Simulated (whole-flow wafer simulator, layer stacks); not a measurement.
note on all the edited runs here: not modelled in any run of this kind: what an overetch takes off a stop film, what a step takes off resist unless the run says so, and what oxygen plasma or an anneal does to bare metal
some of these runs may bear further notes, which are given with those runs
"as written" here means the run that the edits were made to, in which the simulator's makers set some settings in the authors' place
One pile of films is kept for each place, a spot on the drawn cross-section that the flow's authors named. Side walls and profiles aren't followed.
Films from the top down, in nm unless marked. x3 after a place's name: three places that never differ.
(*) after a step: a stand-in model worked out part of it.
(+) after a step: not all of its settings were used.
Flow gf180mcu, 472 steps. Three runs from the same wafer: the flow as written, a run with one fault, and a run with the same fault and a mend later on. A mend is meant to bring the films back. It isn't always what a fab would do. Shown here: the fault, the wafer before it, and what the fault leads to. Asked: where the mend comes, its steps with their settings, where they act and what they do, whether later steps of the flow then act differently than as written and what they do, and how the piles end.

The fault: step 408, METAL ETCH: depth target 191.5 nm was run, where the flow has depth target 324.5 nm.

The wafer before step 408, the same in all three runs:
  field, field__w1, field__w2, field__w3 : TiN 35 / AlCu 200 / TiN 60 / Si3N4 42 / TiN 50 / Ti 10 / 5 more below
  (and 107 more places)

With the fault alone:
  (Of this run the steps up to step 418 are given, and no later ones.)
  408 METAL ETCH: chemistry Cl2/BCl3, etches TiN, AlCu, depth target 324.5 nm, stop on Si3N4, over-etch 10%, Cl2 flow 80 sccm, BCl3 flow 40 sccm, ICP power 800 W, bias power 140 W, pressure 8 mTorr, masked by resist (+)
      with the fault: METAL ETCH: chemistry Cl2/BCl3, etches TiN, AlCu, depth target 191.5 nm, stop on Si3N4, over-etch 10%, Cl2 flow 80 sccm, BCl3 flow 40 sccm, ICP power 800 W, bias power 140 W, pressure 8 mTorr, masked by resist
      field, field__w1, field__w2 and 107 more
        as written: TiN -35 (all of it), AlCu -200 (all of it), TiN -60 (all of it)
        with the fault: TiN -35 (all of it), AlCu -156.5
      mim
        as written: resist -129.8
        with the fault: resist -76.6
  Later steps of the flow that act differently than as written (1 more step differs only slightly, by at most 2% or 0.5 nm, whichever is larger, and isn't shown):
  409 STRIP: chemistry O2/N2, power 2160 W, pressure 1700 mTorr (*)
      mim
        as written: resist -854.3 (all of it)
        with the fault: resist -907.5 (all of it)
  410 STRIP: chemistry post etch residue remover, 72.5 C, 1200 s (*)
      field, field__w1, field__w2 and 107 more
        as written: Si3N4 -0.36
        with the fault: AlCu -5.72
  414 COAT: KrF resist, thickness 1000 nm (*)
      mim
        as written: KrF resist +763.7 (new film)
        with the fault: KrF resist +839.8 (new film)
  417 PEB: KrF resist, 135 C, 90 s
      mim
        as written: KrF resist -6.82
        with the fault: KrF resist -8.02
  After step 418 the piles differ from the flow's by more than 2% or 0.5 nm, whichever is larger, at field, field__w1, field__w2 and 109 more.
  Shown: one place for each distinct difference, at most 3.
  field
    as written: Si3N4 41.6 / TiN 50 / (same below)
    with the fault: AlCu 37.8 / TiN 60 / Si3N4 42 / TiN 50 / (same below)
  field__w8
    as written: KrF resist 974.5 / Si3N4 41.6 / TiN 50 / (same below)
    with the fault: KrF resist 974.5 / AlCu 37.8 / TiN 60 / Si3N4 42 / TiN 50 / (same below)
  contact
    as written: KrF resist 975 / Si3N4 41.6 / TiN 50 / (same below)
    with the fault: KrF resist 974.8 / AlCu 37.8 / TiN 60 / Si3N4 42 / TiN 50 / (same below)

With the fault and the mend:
  The mend comes after step 408.
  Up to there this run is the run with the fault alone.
  408a METAL ETCH: chemistry Cl2/BCl3, etches TiN, AlCu, depth target 133 nm, stop on Si3N4, over-etch 10%, Cl2 flow 80 sccm, BCl3 flow 40 sccm, ICP power 800 W, bias power 140 W, pressure 8 mTorr, masked by resist (+) (the flow's step 408 once more, with other settings)
      field, field__w1, field__w2 and 107 more
        AlCu -43.5 (all of it), TiN -60 (all of it)
      mim
        resist -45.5
  No later step of the flow acts differently than as written, at any place that is followed, by more than 2% or 0.5 nm, whichever is larger.
  At the end the piles are the same as the flow's at every place that both follow.
